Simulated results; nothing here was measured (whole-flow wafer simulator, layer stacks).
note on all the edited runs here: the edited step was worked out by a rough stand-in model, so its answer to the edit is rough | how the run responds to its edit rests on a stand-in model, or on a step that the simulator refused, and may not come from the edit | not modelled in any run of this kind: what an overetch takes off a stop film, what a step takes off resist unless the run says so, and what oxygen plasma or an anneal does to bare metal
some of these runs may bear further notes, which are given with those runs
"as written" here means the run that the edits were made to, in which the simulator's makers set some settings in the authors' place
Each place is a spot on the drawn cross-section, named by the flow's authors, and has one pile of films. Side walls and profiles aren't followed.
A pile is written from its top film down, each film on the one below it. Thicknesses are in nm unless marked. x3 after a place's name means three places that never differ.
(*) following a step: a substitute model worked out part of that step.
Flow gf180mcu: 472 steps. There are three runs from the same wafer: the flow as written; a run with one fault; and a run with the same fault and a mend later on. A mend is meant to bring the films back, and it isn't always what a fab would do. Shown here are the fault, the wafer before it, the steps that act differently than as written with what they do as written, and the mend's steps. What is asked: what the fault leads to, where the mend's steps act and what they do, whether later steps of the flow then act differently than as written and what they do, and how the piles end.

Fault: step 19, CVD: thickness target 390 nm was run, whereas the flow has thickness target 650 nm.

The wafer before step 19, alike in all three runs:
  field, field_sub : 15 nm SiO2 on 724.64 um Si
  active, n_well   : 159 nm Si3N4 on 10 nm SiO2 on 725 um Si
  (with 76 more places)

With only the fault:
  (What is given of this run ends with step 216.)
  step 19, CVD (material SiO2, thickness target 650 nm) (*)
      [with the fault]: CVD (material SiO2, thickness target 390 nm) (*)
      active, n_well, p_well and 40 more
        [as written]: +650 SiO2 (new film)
        [with the fault]: +390 SiO2 (new film)
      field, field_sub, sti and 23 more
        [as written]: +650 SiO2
        [with the fault]: +390 SiO2
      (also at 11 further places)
  Steps later in the flow that act otherwise than as written (6 more steps, not shown, differ only slightly: by at most 2% or 0.5 nm, whichever is larger):
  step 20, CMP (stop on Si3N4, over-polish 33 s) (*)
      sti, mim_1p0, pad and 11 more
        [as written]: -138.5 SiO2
        [with the fault]: nothing
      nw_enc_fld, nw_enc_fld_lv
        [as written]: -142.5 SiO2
        [with the fault]: nothing
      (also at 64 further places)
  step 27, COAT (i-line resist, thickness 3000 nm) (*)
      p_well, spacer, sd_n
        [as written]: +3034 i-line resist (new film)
        [with the fault]: +2921.7 i-line resist (new film)
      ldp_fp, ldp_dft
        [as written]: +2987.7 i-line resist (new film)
        [with the fault]: +2909.8 i-line resist (new film)
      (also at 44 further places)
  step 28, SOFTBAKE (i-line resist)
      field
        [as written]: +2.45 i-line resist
        [with the fault]: -5.17 i-line resist
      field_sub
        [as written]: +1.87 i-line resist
        [with the fault]: -4.49 i-line resist
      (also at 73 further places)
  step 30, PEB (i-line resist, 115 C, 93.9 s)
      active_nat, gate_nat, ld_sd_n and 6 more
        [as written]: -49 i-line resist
        [with the fault]: -48 i-line resist
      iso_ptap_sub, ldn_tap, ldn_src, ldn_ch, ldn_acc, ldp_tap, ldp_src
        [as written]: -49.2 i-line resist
        [with the fault]: -47.7 i-line resist
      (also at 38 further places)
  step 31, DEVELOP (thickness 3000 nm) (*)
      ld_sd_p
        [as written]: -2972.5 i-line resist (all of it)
        [with the fault]: -2908.2 i-line resist (all of it)
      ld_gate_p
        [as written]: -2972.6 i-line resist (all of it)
        [with the fault]: -2907.8 i-line resist (all of it)
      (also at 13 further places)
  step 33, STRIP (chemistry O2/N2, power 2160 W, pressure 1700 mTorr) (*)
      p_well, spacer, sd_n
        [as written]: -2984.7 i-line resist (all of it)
        [with the fault]: -2874.3 i-line resist (all of it)
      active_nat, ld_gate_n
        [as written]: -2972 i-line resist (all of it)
        [with the fault]: -2909.2 i-line resist (all of it)
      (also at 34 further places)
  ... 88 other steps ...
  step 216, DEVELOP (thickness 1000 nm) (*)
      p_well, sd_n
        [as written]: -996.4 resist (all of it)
        [with the fault]: -893.1 resist (all of it)
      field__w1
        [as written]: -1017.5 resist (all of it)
        [with the fault]: -1078.6 resist (all of it)
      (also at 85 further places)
  The piles after step 216 differ from the flow's at field, field__w1, field__w2 and 52 more by more than 2% or 0.5 nm, whichever is larger.
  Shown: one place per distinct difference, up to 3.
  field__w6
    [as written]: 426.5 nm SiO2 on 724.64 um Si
    [with the fault]: 58.6 nm SiO2 on 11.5 nm poly-Si on 262 nm SiO2 on 724.63 um Si
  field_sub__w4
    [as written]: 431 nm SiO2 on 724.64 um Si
    [with the fault]: 58.8 nm SiO2 on 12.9 nm poly-Si on 262 nm SiO2 on 724.63 um Si
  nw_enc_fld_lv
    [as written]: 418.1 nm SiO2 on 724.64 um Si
    [with the fault]: 58.3 nm SiO2 on 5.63 nm poly-Si on 247.7 nm SiO2 on 724.63 um Si

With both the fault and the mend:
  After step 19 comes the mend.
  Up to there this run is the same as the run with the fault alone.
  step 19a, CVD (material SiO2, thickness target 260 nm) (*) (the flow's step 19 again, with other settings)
      field, field_sub, active and 77 more
        +260 SiO2
  None of the later steps of the flow differs from how it acts as written, at any place that is followed, by more than 2% or 0.5 nm, whichever is larger.
  At every place that both follow, the piles at the end match the flow's.
